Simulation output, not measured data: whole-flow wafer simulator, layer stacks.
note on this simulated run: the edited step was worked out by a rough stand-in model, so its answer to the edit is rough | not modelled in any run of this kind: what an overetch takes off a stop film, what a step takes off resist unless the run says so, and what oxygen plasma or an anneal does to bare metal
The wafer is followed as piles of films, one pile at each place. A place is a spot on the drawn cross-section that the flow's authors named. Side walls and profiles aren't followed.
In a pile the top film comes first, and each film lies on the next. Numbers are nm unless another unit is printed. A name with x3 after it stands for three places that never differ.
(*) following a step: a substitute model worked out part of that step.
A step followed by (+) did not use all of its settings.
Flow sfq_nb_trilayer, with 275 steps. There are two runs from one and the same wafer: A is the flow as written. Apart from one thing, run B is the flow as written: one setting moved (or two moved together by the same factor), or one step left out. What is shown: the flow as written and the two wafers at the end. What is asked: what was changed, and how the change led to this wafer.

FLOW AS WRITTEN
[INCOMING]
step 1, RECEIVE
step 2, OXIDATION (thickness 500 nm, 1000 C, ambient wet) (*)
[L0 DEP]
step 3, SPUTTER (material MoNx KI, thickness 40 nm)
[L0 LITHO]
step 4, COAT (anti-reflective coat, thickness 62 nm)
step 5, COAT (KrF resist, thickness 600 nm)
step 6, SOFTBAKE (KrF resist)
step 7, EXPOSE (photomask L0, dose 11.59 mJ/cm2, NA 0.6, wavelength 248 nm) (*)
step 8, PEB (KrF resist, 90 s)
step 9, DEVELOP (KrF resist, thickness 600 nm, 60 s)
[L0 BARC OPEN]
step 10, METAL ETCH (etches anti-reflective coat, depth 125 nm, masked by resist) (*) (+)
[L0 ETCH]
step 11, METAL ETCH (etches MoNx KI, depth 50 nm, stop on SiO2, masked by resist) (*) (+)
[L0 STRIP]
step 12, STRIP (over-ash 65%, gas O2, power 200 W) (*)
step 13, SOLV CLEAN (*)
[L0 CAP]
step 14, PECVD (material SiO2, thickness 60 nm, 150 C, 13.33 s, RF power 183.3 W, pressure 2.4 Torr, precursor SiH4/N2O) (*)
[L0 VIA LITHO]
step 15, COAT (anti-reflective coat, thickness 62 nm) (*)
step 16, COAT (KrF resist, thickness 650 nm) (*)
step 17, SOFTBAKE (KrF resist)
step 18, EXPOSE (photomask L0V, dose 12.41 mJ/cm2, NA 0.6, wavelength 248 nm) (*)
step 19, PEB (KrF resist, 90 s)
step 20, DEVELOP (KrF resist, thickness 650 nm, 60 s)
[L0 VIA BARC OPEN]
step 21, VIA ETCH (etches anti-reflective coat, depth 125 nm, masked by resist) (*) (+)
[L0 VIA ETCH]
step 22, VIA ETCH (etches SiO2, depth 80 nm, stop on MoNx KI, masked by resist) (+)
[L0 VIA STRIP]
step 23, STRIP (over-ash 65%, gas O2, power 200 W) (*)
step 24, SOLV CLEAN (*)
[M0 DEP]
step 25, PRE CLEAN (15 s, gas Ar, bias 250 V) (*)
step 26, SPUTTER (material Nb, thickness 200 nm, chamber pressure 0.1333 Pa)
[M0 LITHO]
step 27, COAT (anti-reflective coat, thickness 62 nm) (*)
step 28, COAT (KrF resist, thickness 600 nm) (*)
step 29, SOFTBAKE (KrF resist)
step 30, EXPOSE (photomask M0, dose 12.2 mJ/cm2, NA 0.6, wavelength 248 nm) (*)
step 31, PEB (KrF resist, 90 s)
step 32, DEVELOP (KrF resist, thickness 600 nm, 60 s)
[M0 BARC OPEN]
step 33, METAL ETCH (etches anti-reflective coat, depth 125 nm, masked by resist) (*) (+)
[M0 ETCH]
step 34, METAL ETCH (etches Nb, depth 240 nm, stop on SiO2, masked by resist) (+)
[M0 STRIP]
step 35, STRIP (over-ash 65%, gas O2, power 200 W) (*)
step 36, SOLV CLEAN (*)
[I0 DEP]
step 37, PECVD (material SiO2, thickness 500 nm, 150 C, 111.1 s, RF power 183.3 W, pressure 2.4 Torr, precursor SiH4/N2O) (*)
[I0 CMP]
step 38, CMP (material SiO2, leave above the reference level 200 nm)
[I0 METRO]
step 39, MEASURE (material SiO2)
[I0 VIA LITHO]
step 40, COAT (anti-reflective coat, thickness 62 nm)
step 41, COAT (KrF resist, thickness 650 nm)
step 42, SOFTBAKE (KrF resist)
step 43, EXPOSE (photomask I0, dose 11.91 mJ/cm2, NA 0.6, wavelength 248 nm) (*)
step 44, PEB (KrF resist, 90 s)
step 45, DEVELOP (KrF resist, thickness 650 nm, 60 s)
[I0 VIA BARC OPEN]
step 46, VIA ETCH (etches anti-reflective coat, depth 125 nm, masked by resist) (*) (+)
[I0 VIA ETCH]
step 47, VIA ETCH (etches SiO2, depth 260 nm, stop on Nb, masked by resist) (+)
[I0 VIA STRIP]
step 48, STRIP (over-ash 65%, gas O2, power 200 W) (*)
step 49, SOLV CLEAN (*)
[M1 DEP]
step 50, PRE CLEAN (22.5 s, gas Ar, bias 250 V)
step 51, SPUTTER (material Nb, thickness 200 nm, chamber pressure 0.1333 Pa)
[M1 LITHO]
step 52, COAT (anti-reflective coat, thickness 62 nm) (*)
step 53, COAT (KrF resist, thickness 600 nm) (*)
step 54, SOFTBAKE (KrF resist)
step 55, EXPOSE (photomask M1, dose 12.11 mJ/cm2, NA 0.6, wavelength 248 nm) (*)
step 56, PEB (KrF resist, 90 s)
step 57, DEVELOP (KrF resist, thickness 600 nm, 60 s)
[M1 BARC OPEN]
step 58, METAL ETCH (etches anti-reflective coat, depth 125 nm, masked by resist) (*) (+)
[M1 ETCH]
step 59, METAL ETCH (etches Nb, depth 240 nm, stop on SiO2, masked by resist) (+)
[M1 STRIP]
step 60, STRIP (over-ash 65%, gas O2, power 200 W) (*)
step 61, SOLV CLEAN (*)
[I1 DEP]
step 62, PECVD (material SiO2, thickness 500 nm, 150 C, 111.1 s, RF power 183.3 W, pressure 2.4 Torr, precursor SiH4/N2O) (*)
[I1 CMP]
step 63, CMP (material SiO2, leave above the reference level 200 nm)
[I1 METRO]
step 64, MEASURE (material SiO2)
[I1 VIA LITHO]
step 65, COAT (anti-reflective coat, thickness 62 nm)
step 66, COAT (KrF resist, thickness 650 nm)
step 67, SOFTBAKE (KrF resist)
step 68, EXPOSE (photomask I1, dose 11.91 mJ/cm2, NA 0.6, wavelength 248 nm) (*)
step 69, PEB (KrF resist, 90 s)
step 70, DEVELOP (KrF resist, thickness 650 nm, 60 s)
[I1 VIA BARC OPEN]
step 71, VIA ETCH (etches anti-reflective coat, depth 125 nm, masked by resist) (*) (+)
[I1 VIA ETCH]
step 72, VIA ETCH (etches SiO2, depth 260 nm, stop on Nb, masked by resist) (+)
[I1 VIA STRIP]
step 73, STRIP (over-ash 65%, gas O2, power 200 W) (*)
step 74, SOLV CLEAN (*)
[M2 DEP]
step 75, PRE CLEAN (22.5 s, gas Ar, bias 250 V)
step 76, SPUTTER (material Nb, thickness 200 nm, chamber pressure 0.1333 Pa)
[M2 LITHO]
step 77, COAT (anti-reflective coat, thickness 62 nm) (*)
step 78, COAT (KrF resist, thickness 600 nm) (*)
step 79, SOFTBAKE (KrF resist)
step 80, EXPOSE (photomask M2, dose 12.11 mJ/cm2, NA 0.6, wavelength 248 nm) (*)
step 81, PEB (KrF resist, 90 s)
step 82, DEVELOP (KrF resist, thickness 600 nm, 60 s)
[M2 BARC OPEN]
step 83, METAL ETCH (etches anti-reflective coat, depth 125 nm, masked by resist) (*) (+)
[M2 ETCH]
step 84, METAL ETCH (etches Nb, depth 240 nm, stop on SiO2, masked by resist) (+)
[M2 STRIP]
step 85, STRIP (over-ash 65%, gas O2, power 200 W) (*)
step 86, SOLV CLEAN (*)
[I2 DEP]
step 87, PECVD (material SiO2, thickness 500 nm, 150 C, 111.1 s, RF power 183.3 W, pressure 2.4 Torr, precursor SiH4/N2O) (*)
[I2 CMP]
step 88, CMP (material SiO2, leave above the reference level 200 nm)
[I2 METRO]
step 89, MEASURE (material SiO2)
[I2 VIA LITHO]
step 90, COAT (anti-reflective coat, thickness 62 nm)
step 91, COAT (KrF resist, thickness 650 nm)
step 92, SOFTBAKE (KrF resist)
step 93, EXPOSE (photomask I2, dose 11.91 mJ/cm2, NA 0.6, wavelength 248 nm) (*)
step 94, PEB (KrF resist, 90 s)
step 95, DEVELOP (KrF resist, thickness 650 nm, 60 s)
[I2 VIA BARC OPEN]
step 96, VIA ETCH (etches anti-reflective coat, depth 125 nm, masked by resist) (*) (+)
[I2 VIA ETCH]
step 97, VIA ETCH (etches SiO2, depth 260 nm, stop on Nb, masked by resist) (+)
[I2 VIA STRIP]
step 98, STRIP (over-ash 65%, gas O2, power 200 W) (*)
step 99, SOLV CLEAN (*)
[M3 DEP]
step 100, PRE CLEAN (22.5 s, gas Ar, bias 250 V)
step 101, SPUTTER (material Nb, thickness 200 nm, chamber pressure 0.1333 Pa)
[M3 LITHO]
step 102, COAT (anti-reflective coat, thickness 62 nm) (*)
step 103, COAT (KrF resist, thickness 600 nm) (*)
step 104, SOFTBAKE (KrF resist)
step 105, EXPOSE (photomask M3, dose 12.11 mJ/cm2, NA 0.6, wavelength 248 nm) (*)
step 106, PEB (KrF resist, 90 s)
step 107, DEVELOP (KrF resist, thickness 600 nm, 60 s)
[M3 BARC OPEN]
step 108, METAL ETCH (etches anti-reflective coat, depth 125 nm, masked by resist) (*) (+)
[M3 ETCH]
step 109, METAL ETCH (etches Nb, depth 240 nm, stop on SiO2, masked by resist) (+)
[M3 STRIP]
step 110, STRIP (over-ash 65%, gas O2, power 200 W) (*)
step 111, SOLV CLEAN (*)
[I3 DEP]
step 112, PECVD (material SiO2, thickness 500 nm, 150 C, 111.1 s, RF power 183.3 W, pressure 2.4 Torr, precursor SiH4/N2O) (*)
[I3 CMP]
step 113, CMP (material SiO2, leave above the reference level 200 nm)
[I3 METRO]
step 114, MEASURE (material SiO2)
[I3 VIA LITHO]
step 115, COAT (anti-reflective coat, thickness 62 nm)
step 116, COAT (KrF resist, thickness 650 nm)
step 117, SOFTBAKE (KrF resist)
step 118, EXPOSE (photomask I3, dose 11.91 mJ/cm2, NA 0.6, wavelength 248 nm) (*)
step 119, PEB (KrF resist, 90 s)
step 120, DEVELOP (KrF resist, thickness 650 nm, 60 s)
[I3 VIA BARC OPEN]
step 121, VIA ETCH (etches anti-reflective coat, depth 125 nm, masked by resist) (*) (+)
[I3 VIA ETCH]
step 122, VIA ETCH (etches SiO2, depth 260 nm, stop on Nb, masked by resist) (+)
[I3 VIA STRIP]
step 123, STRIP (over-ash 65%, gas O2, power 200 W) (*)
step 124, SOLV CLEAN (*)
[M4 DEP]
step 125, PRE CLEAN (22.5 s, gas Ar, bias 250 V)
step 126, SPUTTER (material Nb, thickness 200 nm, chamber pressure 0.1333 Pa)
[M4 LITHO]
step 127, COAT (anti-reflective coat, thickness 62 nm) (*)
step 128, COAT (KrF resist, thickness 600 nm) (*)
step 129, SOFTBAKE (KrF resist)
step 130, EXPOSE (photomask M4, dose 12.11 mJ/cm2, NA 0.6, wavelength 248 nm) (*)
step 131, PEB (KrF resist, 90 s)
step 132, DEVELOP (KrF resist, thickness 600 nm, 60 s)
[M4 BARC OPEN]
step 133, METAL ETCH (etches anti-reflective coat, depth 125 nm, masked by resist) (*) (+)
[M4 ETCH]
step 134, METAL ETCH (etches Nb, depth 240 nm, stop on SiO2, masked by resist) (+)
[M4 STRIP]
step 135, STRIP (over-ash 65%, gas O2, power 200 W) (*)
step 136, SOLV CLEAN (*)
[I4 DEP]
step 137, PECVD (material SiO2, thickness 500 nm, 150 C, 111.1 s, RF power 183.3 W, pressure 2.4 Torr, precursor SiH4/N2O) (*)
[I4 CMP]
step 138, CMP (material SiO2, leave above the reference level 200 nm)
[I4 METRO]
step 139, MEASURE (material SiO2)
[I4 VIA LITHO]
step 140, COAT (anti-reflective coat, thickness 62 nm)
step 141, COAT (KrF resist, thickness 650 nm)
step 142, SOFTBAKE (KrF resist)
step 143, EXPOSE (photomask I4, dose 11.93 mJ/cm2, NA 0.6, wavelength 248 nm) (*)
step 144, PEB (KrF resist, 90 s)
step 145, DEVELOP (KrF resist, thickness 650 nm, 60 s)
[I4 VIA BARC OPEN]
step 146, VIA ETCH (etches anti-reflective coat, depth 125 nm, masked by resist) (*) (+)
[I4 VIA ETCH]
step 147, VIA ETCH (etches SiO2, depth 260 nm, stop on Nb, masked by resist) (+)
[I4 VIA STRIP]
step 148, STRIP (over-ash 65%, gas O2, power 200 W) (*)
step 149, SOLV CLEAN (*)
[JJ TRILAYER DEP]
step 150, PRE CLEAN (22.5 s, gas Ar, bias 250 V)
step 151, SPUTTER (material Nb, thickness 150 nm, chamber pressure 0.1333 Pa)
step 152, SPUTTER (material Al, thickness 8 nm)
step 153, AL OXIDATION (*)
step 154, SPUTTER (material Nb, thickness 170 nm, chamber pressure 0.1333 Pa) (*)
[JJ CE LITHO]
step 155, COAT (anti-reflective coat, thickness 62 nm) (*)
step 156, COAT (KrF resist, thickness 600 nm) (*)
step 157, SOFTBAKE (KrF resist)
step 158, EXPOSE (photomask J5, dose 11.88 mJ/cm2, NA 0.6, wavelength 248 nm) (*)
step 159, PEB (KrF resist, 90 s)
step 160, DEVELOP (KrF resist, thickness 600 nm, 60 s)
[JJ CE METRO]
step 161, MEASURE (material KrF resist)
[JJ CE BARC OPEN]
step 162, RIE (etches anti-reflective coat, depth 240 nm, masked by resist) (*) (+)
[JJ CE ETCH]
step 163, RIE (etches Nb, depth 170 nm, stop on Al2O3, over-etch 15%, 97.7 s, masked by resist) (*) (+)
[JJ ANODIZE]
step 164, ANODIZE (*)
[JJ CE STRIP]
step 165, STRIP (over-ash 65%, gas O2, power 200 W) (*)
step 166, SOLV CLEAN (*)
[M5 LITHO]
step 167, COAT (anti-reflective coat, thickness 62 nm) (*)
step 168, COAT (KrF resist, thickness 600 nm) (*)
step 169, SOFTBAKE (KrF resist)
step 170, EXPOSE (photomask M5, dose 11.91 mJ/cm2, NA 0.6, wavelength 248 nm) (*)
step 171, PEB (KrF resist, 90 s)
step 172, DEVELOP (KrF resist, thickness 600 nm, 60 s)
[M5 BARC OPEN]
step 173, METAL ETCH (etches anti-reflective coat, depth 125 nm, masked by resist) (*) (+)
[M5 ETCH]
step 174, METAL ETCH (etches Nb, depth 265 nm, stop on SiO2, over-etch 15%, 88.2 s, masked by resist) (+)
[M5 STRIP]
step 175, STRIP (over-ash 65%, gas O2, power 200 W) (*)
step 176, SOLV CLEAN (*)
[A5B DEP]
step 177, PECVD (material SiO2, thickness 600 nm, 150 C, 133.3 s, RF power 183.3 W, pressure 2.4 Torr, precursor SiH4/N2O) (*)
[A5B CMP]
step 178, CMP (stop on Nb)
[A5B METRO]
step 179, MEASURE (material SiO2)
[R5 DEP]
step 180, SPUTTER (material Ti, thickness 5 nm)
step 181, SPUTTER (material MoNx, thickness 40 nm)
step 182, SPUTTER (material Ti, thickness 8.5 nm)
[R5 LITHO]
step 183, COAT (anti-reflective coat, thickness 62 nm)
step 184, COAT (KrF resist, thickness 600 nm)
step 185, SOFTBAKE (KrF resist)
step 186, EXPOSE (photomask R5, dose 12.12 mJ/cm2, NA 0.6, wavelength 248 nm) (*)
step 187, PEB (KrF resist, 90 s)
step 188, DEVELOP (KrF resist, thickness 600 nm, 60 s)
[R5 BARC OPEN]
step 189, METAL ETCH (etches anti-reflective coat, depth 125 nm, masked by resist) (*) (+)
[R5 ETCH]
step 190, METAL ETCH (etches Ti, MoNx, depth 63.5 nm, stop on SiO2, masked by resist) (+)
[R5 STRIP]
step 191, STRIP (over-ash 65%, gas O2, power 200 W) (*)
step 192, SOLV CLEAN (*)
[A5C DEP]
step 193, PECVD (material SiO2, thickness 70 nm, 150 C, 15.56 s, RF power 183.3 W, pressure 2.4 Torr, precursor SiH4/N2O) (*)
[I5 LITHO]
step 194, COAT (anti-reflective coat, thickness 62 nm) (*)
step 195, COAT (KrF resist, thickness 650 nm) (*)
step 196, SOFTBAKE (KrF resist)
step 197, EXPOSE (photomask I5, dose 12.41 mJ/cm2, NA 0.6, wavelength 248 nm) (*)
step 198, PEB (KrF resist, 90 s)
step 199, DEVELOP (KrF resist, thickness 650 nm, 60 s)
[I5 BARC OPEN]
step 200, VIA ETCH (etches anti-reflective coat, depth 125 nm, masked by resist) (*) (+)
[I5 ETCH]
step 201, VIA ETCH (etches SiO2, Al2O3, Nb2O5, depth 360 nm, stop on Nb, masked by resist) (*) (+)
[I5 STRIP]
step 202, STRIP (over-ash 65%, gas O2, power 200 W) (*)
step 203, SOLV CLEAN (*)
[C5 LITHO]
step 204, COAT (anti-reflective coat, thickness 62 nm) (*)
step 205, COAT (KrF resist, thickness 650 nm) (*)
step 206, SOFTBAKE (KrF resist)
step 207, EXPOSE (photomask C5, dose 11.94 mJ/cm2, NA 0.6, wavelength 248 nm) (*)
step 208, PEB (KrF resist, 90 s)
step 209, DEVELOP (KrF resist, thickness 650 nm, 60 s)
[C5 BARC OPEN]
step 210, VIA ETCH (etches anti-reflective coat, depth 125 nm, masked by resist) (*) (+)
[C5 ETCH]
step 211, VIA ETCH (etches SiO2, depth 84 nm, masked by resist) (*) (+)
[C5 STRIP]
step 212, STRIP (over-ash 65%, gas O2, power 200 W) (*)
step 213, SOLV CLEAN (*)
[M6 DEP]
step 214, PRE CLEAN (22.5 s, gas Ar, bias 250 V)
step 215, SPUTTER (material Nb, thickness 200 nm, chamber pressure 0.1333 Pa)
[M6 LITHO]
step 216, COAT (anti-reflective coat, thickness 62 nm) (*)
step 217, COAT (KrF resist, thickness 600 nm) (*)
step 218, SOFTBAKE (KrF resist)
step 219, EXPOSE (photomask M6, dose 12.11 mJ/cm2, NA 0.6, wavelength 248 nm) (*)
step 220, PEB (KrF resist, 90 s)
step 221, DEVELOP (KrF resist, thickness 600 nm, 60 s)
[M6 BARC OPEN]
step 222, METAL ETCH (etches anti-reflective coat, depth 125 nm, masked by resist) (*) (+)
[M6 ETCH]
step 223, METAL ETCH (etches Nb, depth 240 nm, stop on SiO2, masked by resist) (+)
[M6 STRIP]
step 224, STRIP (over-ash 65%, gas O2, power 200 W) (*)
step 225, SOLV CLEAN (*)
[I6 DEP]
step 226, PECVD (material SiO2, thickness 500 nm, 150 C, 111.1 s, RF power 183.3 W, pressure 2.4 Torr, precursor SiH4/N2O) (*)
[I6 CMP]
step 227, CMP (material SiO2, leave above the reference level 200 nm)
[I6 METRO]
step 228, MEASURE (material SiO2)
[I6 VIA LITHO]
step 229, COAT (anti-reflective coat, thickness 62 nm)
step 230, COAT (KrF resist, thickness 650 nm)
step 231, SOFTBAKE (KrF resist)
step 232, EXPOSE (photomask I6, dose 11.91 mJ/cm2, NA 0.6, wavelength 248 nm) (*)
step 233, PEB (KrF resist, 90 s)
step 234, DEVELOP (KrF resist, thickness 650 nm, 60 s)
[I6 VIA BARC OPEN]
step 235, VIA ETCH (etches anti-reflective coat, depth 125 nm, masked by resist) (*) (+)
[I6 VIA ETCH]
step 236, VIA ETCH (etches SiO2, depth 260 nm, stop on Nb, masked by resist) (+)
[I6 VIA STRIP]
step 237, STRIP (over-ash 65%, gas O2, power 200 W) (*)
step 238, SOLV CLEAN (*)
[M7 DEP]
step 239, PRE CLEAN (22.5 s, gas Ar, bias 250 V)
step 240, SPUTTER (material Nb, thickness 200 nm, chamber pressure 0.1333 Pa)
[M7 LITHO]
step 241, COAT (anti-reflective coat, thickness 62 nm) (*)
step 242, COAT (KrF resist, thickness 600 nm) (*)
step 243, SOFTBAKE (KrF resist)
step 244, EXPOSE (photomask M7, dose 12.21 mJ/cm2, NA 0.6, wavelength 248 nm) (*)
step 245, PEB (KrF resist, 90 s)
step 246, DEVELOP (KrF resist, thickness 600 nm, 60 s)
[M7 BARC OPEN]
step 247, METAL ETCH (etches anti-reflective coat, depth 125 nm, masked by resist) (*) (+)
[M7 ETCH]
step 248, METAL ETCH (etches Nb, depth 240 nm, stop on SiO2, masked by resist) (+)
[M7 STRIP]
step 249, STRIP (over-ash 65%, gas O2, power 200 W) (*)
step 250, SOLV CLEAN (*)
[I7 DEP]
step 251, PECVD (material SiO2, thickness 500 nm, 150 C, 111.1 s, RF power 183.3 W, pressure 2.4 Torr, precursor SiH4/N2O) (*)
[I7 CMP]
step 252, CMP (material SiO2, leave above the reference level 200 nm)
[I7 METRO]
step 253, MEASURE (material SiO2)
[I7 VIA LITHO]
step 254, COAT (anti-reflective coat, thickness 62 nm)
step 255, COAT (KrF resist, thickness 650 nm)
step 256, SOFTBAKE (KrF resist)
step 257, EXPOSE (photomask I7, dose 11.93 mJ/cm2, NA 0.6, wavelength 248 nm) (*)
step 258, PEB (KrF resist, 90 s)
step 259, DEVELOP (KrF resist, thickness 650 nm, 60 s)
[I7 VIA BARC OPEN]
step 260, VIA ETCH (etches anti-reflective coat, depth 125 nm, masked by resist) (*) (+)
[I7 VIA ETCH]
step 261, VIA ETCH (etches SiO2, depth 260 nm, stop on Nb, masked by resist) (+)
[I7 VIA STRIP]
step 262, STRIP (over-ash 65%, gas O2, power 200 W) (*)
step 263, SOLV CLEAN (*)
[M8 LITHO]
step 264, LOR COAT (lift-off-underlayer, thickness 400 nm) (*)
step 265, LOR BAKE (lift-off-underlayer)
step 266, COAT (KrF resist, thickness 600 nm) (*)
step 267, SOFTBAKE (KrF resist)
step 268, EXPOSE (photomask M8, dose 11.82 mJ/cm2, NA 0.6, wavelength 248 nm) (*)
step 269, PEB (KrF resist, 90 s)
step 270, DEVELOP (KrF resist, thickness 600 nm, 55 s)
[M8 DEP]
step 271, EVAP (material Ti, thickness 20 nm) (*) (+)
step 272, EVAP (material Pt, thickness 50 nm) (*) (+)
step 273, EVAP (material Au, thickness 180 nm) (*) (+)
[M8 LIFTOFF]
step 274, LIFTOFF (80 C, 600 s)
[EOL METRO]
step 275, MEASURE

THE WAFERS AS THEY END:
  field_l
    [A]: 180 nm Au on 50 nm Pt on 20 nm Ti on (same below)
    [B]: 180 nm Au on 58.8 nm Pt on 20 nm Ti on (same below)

Cause: step 272, EVAP: thickness 58.8 nm was run, whereas the flow has thickness 50 nm.
The wafer lets one read it off: field_l has Pt 58.8, and step 272 as written asks for 50 nm.

How this came from the change, step by step:
  step 272, EVAP (material Pt, thickness 50 nm) (*) (+)
      field_l, v_sur, via_wl and 103 more: A +50 Pt (new film) | B +58.8 Pt (new film)
  step 274, LIFTOFF (80 C, 600 s)
      p4_fl, p4_fm, p4_w1 and 71 more: A -180 Au (all of it), -50 Pt (all of it), -20 Ti (all of it), -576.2 KrF resist (all of it), -400 lift-off-underlayer (all of it) | B -180 Au (all of it), -58.8 Pt (all of it), -20 Ti (all of it), -576.2 KrF resist (all of it), -400 lift-off-underlayer (all of it)
      c5j, ce_r: A -180 Au (all of it), -50 Pt (all of it), -20 Ti (all of it), -573.3 KrF resist (all of it), -399.3 lift-off-underlayer (all of it) | B -180 Au (all of it), -58.8 Pt (all of it), -20 Ti (all of it), -573.3 KrF resist (all of it), -399.3 lift-off-underlayer (all of it)
      (and at 19 other places as well)
